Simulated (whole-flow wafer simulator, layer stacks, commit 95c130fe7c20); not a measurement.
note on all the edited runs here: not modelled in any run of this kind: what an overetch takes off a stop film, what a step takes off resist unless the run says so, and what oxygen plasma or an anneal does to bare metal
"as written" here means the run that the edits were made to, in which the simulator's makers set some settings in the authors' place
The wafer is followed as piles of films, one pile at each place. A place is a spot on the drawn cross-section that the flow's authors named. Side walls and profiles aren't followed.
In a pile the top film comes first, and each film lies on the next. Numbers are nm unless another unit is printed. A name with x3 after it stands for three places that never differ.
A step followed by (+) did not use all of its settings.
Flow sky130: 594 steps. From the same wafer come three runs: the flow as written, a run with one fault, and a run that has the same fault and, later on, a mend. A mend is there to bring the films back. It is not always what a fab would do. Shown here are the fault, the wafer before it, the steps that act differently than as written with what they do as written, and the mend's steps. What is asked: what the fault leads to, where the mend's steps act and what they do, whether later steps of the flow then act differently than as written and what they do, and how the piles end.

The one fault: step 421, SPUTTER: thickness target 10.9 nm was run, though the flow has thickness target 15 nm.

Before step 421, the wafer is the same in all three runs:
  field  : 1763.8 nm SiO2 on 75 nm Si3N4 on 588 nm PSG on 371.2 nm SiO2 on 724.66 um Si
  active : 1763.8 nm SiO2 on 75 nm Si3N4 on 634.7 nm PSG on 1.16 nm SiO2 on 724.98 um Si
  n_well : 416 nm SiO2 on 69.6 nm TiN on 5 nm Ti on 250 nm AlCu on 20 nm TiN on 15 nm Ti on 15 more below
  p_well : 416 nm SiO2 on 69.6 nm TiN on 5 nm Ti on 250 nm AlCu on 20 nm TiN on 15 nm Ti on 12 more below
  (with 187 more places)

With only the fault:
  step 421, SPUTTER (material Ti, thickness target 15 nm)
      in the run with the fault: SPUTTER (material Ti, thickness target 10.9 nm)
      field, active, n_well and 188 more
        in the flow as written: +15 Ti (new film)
        in the run with the fault: +10.9 Ti (new film)
  Steps further on in the flow that do not act as written (16 other steps are not shown; they differ only slightly, by no more than 2% or 0.5 nm, whichever is larger):
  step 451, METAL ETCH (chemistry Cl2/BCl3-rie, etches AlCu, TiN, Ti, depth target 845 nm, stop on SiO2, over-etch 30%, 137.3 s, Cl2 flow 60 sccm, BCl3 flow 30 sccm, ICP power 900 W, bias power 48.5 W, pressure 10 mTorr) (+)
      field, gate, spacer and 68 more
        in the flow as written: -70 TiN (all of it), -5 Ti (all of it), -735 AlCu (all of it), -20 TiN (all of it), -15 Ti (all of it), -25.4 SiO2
        in the run with the fault: -70 TiN (all of it), -5 Ti (all of it), -735 AlCu (all of it), -20 TiN (all of it), -10.9 Ti (all of it), -25.8 SiO2
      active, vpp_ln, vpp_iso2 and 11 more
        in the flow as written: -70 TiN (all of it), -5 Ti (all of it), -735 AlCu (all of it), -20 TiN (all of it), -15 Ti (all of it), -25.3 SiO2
        in the run with the fault: -70 TiN (all of it), -5 Ti (all of it), -735 AlCu (all of it), -20 TiN (all of it), -10.9 Ti (all of it), -25.8 SiO2
  By the end, the piles at n_well, p_well, gate_hv and 104 more depart from the flow's by more than 2% or 0.5 nm, whichever is larger.
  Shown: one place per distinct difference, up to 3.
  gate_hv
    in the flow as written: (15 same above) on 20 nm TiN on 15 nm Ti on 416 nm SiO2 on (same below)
    in the run with the fault: (15 same above) on 20 nm TiN on 10.9 nm Ti on 416 nm SiO2 on (same below)
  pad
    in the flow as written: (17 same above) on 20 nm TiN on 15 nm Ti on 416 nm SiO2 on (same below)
    in the run with the fault: (17 same above) on 20 nm TiN on 10.9 nm Ti on 416 nm SiO2 on (same below)
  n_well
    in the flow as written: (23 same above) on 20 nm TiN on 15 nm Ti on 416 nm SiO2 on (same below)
    in the run with the fault: (23 same above) on 20 nm TiN on 10.9 nm Ti on 416 nm SiO2 on (same below)

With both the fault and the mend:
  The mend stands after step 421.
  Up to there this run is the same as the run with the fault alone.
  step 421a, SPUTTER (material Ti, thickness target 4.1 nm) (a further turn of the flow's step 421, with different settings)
      field, active, n_well and 188 more
        +4.1 Ti
  Later steps of the flow that are run all act as written at every place that is followed.
  At every place that both follow, the piles at the end match the flow's.
